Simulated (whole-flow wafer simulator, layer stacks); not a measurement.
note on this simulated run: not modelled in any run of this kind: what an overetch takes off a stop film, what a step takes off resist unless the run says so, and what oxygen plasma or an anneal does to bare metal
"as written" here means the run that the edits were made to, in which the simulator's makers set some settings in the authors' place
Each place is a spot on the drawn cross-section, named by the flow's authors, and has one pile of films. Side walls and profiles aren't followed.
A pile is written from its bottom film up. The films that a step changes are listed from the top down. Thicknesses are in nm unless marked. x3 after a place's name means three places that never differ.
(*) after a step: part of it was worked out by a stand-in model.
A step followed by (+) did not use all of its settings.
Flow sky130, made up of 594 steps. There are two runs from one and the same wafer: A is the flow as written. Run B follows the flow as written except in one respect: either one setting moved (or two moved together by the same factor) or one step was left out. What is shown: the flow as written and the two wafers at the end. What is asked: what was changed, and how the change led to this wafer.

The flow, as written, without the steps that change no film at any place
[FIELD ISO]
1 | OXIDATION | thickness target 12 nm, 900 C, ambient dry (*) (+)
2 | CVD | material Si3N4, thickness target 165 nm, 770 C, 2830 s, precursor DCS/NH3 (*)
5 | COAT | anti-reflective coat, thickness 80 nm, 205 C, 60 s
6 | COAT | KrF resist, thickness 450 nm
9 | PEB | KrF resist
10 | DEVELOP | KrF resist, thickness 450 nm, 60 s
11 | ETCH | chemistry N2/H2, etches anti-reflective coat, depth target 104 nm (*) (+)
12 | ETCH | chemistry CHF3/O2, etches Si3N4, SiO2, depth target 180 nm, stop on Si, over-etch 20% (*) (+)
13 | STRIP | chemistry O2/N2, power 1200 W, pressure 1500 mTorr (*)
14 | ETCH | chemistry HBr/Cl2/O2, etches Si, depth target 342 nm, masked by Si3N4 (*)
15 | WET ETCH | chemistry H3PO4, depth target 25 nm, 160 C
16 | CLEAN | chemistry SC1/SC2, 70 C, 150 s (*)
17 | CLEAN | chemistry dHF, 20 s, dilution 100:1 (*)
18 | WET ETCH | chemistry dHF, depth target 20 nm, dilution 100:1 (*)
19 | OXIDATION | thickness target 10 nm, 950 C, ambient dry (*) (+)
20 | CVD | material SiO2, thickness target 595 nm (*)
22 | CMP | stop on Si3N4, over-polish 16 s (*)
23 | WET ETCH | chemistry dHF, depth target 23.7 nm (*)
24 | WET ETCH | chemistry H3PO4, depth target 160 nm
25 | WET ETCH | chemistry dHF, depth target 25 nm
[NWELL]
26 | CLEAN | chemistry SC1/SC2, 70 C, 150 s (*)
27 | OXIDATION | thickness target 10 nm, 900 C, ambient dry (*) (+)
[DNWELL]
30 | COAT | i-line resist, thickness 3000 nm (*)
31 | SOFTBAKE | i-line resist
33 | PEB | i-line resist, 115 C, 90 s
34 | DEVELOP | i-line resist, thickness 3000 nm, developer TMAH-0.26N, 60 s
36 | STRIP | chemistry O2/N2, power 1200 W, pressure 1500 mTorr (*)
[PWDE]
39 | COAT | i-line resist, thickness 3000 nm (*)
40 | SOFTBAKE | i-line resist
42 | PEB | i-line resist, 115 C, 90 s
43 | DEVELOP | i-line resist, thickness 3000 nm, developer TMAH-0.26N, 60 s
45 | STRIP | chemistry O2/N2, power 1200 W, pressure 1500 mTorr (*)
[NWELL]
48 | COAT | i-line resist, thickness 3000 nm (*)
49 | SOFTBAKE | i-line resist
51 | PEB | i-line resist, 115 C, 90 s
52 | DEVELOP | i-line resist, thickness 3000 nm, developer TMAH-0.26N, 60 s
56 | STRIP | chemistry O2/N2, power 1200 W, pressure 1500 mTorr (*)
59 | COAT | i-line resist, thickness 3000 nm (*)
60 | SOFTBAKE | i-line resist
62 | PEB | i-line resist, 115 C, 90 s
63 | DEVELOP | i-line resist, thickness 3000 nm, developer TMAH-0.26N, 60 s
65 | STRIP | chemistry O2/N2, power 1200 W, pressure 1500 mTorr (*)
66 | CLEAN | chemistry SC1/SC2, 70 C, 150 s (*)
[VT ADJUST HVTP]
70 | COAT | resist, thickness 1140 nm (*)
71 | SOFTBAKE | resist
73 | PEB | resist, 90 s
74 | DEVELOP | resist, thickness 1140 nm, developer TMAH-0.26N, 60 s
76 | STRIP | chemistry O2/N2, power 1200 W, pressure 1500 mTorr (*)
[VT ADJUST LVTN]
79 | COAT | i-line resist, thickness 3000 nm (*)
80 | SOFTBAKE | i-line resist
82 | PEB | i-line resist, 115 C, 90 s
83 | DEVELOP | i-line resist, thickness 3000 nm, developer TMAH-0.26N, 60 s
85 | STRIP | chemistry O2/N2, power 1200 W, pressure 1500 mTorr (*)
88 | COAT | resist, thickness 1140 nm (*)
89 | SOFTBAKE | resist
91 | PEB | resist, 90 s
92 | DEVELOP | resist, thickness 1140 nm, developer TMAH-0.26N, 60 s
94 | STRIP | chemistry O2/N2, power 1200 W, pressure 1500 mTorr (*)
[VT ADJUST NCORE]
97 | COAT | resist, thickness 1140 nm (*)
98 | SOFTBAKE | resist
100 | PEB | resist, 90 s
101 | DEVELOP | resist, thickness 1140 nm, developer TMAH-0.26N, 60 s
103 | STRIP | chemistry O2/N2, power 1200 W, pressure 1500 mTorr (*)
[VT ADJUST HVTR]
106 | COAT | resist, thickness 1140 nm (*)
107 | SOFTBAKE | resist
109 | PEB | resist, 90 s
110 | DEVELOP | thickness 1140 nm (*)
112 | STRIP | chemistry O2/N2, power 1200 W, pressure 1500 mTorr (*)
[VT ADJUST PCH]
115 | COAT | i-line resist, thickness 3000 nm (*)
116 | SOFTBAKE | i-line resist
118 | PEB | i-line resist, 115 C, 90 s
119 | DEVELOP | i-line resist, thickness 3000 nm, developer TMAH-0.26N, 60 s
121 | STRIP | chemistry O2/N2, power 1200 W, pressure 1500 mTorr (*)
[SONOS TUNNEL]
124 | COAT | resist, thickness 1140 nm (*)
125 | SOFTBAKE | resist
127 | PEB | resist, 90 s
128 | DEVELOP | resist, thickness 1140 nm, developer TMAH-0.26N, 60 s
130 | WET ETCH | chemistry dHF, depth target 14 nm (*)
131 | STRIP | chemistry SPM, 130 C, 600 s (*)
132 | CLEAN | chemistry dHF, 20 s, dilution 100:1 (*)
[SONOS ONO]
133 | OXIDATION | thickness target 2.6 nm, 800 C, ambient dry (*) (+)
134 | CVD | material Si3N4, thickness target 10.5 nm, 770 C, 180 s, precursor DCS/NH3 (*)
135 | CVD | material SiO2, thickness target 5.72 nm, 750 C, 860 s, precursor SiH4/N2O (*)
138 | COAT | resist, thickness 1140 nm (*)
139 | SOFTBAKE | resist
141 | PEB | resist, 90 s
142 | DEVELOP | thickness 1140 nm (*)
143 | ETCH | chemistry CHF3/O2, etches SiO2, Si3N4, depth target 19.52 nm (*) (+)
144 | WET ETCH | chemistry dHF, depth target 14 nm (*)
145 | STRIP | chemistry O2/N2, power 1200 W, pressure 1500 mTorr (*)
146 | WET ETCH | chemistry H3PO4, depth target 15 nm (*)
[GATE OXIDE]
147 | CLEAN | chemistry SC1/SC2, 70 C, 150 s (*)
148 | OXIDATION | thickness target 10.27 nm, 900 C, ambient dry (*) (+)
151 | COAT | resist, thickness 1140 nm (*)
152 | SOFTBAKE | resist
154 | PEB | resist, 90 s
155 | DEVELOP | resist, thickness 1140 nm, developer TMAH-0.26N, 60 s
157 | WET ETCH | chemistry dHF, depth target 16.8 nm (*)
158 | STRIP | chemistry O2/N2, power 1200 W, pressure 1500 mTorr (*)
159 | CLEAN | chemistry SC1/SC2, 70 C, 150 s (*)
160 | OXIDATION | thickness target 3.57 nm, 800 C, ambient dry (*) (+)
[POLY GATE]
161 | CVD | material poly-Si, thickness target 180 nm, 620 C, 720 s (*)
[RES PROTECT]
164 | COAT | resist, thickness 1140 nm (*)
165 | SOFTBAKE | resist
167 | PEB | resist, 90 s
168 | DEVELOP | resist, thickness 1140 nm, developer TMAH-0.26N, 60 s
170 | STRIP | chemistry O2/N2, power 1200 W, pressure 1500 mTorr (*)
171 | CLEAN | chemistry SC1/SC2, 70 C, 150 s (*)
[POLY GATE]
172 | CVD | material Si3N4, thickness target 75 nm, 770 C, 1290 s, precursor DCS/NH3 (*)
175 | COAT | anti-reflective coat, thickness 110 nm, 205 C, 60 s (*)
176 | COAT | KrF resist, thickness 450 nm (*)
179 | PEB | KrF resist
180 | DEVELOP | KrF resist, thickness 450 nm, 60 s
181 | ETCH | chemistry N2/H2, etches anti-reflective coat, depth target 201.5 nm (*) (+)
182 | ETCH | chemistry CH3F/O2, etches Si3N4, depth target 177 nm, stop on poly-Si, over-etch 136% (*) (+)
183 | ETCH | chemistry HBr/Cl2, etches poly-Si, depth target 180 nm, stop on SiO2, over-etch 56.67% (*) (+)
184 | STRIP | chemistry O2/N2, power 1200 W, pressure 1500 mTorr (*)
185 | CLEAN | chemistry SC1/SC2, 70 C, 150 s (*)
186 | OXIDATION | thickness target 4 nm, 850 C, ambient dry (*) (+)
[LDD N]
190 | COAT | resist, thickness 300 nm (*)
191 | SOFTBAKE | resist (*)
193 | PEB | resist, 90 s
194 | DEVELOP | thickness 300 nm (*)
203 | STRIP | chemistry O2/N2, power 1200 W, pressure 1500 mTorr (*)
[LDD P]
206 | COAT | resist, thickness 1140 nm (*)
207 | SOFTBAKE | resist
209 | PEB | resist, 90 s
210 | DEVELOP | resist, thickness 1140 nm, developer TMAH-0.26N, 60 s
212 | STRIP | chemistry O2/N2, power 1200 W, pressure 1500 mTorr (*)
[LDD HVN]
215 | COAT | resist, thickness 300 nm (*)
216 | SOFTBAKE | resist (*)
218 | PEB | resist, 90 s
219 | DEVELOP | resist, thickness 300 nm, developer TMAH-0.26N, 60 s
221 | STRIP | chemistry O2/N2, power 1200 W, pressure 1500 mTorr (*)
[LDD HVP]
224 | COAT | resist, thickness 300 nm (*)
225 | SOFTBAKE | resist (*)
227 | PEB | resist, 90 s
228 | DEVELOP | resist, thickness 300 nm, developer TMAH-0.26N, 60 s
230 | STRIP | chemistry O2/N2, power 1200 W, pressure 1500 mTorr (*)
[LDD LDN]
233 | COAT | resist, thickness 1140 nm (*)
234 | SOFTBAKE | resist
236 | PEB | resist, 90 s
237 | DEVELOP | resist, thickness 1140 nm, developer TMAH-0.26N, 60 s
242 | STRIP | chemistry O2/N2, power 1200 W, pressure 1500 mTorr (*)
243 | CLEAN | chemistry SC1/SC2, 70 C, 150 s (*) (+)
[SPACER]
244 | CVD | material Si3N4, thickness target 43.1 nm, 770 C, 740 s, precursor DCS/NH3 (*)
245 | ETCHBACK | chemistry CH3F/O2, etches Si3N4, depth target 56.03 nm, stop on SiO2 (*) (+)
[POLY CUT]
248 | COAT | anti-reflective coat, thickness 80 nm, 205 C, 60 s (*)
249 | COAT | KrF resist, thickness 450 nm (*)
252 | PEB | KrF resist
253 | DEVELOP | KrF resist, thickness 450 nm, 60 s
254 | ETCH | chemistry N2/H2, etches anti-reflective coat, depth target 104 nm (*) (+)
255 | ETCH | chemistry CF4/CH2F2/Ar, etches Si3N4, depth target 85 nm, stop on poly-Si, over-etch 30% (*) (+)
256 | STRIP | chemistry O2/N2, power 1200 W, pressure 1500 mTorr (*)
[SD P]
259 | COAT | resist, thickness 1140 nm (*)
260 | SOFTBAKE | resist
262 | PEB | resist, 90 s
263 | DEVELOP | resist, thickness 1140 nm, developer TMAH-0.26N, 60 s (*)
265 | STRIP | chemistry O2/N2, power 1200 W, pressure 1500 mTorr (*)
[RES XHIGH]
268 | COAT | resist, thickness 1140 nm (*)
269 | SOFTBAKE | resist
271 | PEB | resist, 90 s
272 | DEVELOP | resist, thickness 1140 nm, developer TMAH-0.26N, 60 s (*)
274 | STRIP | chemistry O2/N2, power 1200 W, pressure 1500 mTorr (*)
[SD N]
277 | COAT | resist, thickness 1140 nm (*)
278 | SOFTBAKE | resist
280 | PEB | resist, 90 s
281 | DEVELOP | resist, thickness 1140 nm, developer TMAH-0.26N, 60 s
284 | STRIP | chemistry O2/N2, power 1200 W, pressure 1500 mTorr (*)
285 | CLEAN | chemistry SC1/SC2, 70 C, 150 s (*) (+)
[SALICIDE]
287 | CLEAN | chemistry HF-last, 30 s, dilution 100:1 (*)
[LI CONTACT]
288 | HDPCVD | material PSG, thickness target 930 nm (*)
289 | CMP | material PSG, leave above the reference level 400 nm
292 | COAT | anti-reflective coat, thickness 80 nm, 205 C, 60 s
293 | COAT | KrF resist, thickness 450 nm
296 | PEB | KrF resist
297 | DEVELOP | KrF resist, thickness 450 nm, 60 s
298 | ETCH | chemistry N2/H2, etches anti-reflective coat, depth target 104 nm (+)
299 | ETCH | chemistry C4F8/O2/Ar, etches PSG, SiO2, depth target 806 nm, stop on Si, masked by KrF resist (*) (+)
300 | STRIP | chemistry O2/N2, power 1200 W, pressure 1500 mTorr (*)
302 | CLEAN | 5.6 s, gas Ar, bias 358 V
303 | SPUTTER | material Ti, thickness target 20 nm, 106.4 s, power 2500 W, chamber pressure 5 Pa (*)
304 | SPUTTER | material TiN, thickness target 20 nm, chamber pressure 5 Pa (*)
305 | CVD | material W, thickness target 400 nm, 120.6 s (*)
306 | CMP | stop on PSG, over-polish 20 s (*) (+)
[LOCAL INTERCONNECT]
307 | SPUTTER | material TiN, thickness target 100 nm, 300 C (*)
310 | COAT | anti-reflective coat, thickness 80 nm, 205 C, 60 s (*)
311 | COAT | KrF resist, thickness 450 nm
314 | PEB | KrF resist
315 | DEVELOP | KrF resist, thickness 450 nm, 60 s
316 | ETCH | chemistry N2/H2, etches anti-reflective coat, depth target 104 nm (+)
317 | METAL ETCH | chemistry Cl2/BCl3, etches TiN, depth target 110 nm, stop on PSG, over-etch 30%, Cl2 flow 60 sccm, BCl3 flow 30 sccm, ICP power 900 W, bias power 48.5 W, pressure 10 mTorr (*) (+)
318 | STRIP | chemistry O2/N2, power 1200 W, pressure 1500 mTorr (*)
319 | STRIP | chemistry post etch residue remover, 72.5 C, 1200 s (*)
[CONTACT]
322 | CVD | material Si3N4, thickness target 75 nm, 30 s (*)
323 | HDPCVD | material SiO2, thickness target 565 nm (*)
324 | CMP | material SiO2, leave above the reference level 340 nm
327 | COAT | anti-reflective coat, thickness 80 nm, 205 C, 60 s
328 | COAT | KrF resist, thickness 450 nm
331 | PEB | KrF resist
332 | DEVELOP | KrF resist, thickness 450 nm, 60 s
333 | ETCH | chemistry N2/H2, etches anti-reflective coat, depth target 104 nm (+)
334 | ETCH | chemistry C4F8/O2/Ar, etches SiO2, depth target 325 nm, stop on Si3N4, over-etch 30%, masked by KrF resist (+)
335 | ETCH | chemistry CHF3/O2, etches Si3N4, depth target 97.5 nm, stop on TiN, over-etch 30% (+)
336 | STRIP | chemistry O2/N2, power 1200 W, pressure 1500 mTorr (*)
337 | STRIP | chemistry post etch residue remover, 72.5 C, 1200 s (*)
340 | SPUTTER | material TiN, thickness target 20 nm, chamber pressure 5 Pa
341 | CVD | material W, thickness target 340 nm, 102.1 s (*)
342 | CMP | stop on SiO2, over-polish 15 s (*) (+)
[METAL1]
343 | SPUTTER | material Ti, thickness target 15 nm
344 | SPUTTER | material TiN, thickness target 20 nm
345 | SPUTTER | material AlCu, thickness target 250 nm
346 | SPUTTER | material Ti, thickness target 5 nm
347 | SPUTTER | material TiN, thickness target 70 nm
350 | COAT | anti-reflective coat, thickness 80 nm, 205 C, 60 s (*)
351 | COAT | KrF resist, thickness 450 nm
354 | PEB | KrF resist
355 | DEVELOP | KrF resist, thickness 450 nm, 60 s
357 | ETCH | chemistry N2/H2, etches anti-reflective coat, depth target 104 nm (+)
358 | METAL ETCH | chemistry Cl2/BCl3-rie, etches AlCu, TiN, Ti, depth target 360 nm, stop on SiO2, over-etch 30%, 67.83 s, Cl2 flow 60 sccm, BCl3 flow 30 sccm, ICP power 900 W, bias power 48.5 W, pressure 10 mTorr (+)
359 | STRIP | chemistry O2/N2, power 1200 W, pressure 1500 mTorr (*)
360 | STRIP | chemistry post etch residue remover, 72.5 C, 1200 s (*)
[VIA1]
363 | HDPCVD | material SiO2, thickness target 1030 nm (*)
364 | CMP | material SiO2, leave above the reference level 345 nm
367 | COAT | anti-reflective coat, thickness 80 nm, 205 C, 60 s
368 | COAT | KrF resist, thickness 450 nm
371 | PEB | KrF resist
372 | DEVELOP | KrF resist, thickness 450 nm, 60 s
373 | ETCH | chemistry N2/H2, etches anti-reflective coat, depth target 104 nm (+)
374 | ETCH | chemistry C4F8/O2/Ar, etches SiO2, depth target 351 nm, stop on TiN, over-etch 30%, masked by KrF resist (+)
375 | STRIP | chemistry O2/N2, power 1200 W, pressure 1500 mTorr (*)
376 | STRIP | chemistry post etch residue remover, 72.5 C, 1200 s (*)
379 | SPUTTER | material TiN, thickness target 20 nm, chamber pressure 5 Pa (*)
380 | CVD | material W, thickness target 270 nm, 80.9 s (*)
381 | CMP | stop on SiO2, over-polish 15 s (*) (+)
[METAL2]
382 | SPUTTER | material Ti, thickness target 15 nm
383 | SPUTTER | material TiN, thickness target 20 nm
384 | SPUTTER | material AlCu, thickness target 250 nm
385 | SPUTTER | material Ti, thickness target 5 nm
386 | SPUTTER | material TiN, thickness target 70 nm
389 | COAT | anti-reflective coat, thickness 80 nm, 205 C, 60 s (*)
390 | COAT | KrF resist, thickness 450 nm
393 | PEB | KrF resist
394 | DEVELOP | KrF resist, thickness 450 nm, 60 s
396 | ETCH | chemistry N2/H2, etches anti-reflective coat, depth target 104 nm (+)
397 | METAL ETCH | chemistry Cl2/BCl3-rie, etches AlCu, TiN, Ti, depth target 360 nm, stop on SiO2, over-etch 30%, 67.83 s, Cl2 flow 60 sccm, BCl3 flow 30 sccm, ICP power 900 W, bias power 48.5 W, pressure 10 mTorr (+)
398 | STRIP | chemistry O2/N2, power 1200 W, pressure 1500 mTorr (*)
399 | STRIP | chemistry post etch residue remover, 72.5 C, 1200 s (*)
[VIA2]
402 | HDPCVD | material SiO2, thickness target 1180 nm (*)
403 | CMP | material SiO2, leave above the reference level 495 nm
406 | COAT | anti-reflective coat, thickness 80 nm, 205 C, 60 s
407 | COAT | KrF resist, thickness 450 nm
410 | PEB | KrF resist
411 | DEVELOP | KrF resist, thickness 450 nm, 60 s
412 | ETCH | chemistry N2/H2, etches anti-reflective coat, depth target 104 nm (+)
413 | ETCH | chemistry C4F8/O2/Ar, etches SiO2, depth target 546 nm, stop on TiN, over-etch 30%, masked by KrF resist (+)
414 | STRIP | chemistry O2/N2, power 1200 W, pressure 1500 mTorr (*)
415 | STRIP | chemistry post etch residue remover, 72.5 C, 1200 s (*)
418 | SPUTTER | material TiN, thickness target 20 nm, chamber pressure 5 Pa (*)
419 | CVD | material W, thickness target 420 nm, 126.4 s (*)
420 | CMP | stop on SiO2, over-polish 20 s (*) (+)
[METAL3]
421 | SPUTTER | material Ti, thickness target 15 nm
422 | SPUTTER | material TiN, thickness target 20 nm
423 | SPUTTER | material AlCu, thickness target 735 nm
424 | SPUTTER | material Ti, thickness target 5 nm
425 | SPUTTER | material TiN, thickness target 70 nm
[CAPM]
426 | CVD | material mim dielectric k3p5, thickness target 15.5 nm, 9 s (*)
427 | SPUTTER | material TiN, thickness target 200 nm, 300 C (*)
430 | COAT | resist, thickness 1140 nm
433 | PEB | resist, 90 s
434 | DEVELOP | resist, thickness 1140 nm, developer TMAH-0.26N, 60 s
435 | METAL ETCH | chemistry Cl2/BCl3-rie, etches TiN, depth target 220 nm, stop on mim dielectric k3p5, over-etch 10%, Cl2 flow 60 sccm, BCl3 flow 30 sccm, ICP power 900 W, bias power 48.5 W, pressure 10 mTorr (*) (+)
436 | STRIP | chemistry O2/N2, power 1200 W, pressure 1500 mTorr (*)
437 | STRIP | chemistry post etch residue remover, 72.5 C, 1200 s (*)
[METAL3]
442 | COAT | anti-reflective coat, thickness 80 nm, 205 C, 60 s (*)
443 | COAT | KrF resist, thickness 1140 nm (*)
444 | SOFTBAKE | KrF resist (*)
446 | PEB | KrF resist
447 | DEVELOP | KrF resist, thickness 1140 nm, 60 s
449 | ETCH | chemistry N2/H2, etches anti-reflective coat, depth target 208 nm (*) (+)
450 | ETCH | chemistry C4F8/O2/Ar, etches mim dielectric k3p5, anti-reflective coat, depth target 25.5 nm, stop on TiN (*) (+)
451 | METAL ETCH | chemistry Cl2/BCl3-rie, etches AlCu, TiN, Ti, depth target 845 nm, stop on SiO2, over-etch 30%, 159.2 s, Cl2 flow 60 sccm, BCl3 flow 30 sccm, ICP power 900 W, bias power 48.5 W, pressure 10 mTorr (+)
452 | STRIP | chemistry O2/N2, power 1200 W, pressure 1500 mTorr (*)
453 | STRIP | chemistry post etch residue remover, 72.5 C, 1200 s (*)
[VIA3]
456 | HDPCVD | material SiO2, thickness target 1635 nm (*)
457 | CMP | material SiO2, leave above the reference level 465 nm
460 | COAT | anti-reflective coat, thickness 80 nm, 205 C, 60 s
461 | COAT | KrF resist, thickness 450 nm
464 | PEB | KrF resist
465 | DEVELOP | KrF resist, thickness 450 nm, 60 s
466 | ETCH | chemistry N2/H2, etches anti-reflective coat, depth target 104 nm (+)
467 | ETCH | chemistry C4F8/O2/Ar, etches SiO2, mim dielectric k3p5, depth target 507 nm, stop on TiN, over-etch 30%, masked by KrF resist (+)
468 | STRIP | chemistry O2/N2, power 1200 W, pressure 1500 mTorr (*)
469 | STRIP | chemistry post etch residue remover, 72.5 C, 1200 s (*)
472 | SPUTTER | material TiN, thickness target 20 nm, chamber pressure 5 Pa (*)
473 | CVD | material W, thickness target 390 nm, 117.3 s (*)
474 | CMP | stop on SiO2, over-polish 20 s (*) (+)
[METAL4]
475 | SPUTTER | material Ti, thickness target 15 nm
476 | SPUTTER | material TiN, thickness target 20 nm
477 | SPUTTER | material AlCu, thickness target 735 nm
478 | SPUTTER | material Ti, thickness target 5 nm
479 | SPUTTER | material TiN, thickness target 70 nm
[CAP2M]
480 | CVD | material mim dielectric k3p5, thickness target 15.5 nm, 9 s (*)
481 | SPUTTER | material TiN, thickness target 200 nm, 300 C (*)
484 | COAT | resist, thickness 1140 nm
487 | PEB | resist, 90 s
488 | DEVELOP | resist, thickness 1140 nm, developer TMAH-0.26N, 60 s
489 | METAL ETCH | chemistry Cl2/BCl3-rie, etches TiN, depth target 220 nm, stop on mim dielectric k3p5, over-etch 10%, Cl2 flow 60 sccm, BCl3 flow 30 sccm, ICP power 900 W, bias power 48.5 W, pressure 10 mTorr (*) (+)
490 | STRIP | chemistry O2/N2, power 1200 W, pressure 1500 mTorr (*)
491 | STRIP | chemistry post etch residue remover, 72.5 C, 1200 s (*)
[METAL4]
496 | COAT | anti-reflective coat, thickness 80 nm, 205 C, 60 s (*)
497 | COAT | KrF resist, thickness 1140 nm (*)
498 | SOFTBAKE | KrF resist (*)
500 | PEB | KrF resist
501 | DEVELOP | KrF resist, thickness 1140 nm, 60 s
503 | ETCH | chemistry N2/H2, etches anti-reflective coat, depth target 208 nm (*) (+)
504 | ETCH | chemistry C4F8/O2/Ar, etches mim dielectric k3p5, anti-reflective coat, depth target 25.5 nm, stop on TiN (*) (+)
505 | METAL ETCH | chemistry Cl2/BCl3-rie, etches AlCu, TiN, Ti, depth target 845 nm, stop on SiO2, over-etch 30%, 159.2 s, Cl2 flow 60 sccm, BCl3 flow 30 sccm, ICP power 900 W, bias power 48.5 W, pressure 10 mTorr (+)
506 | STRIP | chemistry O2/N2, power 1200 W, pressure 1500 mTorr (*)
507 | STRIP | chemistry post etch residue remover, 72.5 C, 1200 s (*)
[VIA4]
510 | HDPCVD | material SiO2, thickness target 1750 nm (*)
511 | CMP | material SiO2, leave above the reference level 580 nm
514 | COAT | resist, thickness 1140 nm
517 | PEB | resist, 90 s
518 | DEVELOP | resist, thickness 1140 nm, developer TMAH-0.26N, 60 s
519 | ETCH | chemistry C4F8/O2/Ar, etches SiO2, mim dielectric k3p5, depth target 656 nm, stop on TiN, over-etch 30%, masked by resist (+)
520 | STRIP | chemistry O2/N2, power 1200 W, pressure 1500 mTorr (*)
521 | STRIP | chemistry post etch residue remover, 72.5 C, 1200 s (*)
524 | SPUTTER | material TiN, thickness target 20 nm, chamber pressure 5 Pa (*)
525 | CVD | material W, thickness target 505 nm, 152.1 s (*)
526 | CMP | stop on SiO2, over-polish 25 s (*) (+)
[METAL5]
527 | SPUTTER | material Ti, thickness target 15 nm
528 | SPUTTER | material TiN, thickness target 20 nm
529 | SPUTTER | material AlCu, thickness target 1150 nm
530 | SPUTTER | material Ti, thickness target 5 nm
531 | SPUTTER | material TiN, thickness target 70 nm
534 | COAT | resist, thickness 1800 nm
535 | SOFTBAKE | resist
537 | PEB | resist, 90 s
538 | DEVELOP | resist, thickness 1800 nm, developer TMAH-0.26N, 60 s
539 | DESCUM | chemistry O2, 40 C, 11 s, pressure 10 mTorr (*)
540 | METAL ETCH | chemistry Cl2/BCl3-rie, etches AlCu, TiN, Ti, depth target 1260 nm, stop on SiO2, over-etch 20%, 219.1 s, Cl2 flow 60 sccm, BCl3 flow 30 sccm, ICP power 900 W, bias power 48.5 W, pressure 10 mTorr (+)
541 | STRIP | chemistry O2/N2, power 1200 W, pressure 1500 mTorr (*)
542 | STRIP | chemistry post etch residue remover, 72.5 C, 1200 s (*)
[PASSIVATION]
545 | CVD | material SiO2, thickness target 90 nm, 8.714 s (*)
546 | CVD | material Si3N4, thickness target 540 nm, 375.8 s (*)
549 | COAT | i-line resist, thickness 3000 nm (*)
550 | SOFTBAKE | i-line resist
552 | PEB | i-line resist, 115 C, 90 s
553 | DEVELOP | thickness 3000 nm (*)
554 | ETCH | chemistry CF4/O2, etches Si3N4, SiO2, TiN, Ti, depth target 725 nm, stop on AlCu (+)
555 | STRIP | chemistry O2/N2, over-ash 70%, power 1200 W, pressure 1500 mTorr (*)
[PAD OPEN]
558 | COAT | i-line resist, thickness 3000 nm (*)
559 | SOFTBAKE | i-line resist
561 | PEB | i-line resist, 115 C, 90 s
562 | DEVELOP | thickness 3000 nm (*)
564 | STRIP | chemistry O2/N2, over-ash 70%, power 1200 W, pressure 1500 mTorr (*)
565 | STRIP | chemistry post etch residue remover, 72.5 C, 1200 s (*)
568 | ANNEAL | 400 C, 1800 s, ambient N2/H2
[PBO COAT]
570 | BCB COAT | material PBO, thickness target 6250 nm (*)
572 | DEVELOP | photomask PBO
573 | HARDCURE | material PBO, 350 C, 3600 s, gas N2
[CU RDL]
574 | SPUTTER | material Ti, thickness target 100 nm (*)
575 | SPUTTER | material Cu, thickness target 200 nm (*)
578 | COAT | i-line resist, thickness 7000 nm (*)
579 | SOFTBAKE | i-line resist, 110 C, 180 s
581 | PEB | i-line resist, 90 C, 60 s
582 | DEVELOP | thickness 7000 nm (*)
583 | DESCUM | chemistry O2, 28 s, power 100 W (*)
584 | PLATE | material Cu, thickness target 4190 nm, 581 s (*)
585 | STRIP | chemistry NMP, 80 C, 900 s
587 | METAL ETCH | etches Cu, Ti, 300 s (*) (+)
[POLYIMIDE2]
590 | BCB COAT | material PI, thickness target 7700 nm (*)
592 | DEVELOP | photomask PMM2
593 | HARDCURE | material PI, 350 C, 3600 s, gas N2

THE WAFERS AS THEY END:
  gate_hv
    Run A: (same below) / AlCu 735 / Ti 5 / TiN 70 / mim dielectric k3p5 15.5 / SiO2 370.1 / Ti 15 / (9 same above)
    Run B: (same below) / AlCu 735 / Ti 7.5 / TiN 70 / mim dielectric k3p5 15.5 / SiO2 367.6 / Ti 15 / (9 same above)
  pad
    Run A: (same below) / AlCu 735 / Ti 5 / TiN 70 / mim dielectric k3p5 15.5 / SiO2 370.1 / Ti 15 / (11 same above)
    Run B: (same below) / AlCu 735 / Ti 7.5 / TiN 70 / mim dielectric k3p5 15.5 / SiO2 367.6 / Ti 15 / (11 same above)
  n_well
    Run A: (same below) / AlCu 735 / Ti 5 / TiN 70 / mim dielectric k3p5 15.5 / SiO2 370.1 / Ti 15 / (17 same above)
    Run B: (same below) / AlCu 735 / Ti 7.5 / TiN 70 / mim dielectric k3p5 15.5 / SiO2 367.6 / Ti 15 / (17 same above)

The reason: step 424, SPUTTER: thickness target 7.5 nm was run, whereas the flow has thickness target 5 nm.
The wafer lets one read it off: gate_hv has Ti 7.5, and step 424 as written asks for 5 nm.

The path from the change to this, step by step:
  424 | SPUTTER | material Ti, thickness target 5 nm
      field, active, n_well and 188 more: A Ti gains 5 (new film) | B Ti gains 7.5 (new film)
  451 | METAL ETCH | chemistry Cl2/BCl3-rie, etches AlCu, TiN, Ti, depth target 845 nm, stop on SiO2, over-etch 30%, 159.2 s, Cl2 flow 60 sccm, BCl3 flow 30 sccm, ICP power 900 W, bias power 48.5 W, pressure 10 mTorr (+)
      field, active, gate and 69 more: A TiN loses 70 (all of it), Ti loses 5 (all of it), AlCu loses 735 (all of it), TiN loses 20 (all of it), Ti loses 15 (all of it), SiO2 loses 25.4 | B TiN loses 70 (all of it), Ti loses 7.5 (all of it), AlCu loses 735 (all of it), TiN loses 20 (all of it), Ti loses 15 (all of it), SiO2 loses 25.1
      vpp_ln, vpp_iso2, ndiff_ln and 10 more: A TiN loses 70 (all of it), Ti loses 5 (all of it), AlCu loses 735 (all of it), TiN loses 20 (all of it), Ti loses 15 (all of it), SiO2 loses 25.3 | B TiN loses 70 (all of it), Ti loses 7.5 (all of it), AlCu loses 735 (all of it), TiN loses 20 (all of it), Ti loses 15 (all of it), SiO2 loses 25.1
